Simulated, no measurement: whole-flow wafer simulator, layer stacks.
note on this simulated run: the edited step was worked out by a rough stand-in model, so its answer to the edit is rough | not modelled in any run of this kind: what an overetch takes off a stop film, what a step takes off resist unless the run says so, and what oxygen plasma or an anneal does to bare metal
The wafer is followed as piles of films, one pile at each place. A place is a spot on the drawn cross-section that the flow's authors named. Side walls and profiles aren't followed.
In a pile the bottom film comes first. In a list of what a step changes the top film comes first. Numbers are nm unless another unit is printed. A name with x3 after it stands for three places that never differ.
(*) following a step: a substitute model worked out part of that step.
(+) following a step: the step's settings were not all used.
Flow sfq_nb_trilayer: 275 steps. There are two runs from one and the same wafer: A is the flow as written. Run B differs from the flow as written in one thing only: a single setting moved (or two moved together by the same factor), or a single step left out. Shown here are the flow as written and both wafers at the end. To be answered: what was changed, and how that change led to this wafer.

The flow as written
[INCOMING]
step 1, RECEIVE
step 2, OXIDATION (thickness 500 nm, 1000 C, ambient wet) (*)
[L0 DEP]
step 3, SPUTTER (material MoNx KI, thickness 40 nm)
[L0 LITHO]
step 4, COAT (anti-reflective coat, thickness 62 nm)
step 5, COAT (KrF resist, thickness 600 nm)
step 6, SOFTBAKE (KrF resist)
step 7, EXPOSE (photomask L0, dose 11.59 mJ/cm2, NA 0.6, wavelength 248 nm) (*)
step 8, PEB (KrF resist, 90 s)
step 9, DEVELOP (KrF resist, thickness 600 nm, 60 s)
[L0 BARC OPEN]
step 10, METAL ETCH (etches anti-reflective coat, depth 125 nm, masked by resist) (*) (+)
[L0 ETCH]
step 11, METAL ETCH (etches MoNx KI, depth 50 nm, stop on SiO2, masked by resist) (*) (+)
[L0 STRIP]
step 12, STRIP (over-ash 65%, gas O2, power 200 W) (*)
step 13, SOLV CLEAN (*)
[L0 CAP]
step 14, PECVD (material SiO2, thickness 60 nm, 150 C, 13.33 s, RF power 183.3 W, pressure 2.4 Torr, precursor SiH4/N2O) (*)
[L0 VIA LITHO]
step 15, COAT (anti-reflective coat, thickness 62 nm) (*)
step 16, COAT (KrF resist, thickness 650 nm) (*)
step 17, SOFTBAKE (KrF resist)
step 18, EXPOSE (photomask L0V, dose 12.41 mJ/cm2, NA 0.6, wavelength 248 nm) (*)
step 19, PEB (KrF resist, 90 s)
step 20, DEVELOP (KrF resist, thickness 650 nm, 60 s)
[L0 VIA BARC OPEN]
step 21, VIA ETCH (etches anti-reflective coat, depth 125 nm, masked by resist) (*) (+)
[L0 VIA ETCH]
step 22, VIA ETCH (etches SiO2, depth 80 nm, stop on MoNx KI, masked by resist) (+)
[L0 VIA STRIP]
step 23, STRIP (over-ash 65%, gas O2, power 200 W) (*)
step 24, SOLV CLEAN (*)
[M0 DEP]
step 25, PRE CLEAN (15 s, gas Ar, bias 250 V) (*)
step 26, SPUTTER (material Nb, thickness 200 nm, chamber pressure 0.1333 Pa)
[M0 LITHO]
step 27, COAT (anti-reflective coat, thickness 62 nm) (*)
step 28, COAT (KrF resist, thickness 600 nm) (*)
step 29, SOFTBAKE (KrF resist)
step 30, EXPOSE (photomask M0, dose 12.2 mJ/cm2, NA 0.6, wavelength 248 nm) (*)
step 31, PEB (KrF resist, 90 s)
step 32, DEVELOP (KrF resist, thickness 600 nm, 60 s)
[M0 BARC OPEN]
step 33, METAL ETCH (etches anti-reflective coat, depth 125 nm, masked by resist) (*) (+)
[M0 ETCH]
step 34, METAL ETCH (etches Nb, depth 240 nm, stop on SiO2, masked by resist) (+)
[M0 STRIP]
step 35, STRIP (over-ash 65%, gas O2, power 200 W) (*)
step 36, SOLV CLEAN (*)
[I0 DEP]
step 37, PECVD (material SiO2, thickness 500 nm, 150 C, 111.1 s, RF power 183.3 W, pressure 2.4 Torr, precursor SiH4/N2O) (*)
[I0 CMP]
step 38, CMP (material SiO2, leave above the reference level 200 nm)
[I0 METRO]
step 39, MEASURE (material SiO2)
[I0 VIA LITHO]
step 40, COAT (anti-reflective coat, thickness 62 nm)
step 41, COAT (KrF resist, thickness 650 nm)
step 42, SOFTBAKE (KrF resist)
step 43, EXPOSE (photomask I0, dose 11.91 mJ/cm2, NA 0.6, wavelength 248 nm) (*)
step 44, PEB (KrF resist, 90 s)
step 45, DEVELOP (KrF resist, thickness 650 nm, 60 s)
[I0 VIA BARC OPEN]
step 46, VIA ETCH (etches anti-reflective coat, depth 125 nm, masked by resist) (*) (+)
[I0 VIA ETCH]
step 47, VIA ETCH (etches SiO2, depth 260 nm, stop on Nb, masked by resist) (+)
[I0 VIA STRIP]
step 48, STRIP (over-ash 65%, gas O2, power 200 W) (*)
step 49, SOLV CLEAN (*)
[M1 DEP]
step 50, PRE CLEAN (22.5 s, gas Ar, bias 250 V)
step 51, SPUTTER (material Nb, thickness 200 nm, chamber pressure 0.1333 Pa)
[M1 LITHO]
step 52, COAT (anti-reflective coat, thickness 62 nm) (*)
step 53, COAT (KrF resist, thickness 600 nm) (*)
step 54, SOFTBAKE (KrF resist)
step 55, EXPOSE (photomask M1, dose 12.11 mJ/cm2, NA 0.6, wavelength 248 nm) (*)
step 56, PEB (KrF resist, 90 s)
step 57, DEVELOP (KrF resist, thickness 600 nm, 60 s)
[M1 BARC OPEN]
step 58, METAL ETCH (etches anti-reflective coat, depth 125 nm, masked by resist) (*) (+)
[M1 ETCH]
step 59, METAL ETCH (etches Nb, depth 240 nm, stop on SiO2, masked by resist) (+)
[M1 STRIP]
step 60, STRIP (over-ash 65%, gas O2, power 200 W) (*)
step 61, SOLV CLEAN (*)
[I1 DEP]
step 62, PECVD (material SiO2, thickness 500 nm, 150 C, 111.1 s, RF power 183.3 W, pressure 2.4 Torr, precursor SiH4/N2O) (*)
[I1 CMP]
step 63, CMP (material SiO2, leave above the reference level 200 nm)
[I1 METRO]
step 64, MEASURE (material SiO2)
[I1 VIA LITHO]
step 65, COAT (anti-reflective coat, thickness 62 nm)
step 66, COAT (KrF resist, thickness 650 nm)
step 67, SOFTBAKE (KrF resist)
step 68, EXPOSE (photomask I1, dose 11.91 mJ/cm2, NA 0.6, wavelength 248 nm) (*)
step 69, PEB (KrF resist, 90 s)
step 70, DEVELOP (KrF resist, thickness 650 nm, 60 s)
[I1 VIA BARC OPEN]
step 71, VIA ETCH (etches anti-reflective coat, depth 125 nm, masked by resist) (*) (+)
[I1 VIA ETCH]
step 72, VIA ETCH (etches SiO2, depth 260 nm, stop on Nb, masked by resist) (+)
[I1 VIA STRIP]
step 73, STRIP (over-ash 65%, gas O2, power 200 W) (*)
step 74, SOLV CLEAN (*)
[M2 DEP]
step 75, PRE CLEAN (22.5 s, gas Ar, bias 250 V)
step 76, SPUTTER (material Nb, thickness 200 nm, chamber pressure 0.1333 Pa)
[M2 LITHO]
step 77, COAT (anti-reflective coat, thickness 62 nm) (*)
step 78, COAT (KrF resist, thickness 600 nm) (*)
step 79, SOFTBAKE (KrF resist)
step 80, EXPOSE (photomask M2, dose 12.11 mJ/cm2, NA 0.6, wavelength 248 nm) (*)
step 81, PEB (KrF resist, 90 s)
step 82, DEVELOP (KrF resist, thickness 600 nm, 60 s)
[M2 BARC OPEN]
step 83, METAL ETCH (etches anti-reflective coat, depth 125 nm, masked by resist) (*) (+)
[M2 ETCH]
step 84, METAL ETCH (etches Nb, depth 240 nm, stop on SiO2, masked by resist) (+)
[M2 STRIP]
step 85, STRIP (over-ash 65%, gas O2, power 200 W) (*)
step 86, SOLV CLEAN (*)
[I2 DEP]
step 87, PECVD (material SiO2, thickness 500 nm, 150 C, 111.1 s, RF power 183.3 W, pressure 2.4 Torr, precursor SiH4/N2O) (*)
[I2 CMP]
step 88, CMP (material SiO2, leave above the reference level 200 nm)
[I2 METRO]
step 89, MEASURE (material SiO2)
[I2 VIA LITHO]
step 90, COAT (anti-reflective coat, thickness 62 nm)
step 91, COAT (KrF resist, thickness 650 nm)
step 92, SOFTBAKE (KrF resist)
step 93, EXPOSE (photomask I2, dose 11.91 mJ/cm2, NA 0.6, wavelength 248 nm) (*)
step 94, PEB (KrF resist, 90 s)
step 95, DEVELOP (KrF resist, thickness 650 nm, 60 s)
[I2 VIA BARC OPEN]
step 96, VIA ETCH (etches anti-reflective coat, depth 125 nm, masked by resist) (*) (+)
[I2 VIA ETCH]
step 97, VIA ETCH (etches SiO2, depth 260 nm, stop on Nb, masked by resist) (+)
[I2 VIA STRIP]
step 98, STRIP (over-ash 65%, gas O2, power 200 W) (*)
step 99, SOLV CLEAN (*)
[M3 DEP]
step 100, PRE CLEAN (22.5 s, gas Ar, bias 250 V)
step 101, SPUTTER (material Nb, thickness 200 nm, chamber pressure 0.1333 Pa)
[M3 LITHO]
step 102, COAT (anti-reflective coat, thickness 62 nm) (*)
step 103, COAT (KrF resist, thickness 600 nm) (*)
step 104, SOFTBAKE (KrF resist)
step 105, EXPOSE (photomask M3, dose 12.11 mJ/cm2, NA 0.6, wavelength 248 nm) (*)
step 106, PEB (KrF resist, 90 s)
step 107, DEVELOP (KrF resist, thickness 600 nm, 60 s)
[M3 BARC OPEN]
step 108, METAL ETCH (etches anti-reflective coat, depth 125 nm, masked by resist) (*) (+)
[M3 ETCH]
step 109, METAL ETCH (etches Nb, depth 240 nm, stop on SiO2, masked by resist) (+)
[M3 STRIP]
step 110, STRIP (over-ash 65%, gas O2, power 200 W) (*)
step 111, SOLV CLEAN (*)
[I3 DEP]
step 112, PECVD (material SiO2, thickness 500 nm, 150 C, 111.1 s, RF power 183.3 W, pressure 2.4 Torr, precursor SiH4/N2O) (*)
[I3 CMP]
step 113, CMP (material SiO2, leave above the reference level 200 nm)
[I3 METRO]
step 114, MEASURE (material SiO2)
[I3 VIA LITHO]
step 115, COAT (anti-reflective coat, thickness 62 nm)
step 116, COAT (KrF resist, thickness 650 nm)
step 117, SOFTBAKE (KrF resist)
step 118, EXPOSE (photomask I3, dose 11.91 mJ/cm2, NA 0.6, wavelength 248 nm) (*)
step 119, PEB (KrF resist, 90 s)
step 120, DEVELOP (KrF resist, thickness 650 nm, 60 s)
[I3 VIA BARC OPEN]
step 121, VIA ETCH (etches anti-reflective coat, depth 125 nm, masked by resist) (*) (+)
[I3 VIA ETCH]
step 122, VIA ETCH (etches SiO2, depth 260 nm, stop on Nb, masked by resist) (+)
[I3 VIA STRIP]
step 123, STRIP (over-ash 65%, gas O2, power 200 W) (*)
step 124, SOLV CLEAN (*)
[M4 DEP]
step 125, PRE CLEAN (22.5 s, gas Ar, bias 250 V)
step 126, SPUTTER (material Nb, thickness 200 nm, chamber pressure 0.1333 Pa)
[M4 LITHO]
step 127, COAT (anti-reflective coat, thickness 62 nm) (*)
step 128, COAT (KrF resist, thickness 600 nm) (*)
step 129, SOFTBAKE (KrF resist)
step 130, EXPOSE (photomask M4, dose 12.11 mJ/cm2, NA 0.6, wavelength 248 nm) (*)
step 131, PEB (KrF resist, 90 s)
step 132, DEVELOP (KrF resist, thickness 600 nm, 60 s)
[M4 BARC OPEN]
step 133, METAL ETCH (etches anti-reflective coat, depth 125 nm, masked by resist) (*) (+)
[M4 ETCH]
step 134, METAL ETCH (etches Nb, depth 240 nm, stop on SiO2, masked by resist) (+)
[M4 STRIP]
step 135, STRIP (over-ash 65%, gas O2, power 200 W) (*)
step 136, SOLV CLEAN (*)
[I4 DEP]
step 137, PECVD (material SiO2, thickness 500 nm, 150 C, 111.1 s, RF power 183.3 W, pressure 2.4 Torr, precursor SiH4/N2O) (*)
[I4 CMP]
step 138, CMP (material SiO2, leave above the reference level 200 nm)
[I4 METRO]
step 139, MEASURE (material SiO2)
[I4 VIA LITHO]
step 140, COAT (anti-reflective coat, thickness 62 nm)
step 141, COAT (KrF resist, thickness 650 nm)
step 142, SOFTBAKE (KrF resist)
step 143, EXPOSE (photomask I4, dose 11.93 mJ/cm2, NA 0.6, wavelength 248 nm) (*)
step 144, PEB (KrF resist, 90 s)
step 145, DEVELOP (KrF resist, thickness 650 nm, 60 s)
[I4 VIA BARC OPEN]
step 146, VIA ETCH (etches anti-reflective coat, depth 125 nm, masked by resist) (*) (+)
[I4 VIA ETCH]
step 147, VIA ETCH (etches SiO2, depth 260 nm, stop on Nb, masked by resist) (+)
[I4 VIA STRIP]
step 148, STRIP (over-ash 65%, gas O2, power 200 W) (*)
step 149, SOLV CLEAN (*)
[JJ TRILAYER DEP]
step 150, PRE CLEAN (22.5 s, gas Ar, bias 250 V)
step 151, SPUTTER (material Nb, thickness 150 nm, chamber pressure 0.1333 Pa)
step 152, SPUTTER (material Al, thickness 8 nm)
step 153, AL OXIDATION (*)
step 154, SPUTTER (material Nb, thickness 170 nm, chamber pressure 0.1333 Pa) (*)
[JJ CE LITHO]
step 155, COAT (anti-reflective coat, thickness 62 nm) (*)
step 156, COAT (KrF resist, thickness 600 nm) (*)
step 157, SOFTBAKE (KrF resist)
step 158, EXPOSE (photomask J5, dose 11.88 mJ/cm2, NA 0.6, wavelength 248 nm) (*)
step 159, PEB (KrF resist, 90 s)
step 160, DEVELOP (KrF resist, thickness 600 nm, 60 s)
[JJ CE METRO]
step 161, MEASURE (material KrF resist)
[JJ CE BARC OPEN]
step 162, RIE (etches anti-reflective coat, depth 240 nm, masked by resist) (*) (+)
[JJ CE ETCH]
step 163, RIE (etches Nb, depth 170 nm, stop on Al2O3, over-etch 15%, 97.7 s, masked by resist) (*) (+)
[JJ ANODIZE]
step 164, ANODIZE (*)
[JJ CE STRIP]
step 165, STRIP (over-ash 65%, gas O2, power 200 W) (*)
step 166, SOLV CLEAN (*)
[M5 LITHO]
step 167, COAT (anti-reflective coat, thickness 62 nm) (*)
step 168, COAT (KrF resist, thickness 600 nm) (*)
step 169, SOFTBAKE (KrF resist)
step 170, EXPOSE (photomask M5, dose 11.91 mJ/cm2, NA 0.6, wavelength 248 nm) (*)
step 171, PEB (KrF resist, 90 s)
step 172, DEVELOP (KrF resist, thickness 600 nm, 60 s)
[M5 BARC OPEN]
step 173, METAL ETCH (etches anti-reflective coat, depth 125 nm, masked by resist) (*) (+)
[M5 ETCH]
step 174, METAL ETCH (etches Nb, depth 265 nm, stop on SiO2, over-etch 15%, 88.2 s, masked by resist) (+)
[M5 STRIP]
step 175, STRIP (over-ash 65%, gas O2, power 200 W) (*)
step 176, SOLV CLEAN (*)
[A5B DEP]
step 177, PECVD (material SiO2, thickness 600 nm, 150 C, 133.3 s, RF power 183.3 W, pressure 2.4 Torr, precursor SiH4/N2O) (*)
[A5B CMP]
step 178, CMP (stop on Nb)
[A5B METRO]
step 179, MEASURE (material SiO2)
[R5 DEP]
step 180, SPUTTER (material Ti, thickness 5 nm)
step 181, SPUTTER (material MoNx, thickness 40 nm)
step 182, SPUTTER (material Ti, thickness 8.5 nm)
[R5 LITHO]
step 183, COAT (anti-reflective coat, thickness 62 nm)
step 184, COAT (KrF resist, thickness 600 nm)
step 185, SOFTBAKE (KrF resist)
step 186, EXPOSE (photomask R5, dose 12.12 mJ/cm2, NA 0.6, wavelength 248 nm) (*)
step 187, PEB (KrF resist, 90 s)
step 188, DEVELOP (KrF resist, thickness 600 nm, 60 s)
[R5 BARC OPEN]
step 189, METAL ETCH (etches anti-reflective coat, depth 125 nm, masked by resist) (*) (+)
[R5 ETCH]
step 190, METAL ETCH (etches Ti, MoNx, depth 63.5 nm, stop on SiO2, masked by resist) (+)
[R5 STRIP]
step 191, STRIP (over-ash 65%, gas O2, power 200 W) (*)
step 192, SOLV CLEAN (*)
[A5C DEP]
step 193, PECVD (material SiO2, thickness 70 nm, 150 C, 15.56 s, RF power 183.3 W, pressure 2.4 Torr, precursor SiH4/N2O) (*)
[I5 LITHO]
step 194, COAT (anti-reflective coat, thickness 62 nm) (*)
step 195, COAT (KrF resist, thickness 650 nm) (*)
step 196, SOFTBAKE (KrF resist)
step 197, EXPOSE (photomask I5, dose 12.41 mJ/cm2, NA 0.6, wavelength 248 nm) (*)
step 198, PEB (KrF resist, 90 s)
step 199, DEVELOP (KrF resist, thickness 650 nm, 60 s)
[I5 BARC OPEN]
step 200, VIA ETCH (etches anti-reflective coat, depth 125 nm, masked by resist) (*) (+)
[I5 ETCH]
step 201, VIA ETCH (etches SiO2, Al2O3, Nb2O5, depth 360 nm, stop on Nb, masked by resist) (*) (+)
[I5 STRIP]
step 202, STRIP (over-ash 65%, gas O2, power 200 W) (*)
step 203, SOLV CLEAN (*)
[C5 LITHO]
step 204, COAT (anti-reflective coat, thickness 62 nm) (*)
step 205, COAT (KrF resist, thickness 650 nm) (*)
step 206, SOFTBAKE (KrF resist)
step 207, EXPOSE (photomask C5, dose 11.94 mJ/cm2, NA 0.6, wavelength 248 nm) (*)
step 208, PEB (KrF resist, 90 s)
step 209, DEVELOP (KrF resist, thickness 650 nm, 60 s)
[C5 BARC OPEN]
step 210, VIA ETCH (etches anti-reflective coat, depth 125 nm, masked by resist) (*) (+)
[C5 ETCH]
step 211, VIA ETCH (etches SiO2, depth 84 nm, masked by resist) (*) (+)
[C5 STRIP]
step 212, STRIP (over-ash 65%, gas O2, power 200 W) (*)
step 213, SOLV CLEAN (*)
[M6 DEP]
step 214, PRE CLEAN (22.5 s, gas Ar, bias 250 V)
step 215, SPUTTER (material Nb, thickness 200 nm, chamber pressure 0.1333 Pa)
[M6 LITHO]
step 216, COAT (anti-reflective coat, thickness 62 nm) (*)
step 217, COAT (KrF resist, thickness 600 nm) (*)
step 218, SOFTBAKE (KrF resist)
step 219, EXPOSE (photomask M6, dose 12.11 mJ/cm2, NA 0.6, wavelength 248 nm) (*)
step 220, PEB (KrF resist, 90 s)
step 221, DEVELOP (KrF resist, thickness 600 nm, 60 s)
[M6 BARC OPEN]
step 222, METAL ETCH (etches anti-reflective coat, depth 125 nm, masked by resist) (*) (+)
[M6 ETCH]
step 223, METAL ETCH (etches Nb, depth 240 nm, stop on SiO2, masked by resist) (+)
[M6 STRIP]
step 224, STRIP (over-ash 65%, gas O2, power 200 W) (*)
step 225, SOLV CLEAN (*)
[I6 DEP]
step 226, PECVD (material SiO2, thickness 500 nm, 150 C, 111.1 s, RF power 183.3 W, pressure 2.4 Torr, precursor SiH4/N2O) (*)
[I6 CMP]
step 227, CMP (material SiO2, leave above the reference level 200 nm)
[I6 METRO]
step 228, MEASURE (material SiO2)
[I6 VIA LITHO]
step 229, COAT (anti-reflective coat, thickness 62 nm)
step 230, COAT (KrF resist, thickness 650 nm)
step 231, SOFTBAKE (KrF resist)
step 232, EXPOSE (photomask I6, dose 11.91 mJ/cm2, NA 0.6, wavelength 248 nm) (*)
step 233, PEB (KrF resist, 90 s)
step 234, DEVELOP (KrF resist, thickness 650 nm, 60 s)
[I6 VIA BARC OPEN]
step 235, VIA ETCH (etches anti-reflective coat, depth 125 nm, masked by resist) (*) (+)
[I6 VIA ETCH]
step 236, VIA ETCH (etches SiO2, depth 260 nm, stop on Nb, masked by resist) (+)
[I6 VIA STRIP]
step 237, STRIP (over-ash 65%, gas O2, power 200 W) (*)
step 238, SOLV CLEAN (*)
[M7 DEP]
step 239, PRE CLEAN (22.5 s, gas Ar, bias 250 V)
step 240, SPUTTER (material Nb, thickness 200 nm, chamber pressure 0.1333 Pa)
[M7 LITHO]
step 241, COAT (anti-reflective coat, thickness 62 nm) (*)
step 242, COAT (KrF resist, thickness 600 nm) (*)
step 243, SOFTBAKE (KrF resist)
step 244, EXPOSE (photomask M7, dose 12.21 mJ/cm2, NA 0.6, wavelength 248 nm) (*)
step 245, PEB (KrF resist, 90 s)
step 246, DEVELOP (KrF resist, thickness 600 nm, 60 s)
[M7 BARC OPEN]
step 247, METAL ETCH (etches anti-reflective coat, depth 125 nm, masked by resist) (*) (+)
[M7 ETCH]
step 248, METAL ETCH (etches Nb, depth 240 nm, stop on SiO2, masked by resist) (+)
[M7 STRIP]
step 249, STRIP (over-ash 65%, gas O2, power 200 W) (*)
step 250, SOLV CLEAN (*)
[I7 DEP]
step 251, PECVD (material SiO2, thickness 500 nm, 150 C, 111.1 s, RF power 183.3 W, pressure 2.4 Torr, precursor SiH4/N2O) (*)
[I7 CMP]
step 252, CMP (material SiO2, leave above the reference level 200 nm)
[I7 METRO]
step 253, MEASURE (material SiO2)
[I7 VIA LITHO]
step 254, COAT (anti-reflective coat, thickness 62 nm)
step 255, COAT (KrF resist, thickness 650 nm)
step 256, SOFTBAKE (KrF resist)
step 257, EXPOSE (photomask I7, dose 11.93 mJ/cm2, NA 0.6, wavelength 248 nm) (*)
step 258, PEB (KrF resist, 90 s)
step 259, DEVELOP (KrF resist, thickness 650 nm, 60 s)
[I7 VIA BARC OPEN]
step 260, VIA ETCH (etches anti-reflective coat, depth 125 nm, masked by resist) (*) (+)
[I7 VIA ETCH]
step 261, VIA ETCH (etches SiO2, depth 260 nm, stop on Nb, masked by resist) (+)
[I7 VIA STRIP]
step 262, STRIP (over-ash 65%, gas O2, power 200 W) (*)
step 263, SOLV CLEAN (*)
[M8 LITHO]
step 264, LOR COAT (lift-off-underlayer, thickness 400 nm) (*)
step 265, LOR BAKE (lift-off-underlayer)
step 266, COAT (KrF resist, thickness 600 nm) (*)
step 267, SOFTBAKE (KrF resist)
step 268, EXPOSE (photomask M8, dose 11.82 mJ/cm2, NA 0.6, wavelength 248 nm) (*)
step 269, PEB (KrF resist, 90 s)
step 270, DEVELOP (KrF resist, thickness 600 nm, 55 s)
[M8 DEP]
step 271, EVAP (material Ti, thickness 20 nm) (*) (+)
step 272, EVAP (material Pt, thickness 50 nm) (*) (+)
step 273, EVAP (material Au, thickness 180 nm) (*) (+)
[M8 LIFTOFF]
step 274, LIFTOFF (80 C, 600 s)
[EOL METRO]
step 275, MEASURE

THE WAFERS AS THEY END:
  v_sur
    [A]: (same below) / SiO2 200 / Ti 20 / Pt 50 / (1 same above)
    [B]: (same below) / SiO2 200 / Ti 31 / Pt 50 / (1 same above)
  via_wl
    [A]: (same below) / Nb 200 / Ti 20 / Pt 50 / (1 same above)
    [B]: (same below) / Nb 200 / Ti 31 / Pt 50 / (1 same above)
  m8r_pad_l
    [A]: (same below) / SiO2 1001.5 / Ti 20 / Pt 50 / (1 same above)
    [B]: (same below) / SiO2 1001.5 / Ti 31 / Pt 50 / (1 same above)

Cause: step 271, EVAP: thickness 31 nm was run, though the flow has thickness 20 nm.
The wafer itself shows it: v_sur has Ti 31, and step 271 as written asks for 20 nm.

Step by step, how the change led to this:
  step 271, EVAP (material Ti, thickness 20 nm) (*) (+)
      field_l, v_sur, via_wl and 103 more: A +20 Ti (new film) | B +31 Ti (new film)
  step 274, LIFTOFF (80 C, 600 s)
      p4_fl, p4_fm, p4_w1 and 71 more: A -180 Au (all of it), -50 Pt (all of it), -20 Ti (all of it), -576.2 KrF resist (all of it), -400 lift-off-underlayer (all of it) | B -180 Au (all of it), -50 Pt (all of it), -31 Ti (all of it), -576.2 KrF resist (all of it), -400 lift-off-underlayer (all of it)
      c5j, ce_r: A -180 Au (all of it), -50 Pt (all of it), -20 Ti (all of it), -573.3 KrF resist (all of it), -399.3 lift-off-underlayer (all of it) | B -180 Au (all of it), -50 Pt (all of it), -31 Ti (all of it), -573.3 KrF resist (all of it), -399.3 lift-off-underlayer (all of it)
      (and at 19 other places as well)
